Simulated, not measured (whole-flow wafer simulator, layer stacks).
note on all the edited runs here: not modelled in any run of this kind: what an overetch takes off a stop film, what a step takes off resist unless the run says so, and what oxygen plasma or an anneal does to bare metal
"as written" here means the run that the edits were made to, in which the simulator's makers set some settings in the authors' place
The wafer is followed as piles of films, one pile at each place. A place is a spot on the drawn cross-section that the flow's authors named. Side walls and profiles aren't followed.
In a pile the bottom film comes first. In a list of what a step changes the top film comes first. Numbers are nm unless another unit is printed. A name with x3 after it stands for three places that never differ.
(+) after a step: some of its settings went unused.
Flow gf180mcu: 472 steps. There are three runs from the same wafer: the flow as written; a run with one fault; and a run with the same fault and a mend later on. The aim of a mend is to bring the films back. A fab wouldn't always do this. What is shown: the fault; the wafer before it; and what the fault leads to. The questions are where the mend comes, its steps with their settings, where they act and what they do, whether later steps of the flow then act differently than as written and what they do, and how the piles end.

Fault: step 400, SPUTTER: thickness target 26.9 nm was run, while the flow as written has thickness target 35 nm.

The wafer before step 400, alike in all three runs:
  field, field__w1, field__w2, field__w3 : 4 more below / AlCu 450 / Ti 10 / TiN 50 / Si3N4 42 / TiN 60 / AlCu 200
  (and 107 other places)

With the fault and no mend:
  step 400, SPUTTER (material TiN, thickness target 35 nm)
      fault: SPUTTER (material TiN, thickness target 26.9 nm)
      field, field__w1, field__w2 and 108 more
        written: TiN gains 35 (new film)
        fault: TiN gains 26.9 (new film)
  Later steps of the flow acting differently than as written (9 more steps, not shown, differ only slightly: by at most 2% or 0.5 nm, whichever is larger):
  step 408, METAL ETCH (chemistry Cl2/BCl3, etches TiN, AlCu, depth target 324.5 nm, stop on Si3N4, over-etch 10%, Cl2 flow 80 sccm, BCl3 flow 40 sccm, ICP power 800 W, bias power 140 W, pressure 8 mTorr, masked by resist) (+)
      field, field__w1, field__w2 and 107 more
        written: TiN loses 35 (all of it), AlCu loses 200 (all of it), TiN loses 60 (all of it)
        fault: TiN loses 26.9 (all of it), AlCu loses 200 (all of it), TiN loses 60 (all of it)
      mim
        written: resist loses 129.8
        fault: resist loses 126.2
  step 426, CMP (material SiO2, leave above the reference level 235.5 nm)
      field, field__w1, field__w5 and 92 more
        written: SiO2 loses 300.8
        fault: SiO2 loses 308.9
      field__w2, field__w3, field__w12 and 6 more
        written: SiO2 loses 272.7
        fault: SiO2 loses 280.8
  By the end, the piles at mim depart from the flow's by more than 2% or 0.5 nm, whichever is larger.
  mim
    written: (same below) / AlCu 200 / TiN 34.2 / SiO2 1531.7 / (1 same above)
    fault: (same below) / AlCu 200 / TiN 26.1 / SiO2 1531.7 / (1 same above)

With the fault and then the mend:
  The mend stands after step 400.
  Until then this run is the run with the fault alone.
  step 400a, SPUTTER (material TiN, thickness target 8.1 nm) (the flow's step 400 again, with other settings)
      field, field__w1, field__w2 and 108 more
        TiN gains 8.1
  None of the later steps of the flow acts differently than as written at any place that is followed.
  At every place that both follow, the piles at the end match the flow's.
